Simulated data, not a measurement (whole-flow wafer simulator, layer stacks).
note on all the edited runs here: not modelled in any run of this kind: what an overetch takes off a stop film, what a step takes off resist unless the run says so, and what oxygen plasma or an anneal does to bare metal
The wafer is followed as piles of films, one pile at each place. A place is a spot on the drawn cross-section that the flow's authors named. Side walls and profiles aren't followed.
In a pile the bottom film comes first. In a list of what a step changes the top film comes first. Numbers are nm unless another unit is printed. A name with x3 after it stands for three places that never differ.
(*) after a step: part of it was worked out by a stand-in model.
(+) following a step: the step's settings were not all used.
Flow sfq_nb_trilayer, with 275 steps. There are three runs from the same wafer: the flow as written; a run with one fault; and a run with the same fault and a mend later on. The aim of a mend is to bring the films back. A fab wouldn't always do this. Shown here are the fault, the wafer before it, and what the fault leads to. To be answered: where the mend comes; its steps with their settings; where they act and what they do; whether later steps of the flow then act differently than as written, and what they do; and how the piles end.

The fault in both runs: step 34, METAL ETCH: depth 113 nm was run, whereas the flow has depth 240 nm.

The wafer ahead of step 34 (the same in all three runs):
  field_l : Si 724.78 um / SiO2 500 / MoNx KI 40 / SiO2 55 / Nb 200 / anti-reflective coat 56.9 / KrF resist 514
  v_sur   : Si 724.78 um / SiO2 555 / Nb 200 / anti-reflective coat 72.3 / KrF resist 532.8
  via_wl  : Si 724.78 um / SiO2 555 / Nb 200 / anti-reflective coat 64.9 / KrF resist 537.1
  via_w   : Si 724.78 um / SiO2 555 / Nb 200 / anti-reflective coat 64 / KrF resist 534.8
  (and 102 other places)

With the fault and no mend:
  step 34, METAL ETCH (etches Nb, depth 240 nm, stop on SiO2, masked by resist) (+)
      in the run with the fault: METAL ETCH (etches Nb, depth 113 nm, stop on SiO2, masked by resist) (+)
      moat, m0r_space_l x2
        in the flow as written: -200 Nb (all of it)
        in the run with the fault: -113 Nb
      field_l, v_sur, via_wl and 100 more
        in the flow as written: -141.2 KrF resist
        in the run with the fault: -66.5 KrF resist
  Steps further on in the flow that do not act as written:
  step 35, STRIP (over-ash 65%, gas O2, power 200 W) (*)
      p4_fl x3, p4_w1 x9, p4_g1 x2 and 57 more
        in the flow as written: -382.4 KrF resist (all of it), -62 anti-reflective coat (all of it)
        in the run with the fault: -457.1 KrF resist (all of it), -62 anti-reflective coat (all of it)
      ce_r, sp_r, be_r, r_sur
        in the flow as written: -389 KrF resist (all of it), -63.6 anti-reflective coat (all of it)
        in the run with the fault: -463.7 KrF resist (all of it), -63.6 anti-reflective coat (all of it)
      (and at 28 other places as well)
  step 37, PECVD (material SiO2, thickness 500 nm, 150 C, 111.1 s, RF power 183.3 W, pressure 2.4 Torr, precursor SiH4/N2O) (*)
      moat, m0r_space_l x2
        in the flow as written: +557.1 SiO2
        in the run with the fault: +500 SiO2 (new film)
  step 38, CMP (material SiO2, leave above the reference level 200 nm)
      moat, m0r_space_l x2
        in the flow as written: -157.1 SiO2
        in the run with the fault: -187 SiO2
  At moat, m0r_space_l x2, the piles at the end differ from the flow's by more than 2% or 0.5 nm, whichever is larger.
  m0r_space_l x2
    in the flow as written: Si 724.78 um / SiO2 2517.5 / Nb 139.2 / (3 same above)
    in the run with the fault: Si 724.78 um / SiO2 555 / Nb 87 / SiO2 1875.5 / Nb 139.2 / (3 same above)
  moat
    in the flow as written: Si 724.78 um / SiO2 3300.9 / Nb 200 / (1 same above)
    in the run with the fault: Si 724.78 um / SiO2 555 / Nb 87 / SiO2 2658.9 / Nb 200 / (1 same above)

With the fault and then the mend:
  After step 34 comes the mend.
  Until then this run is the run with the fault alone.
  step 34a, METAL ETCH (etches Nb, depth 127 nm, stop on SiO2, masked by resist) (+) (the flow's step 34, run once more with other settings)
      field_l, v_sur, via_wl and 100 more
        -74.7 KrF resist
      moat, m0r_space_l x2
        -87 Nb (all of it)
  None of the later steps of the flow acts differently than as written at any place that is followed.
  At every place that both follow, the piles at the end match the flow's.
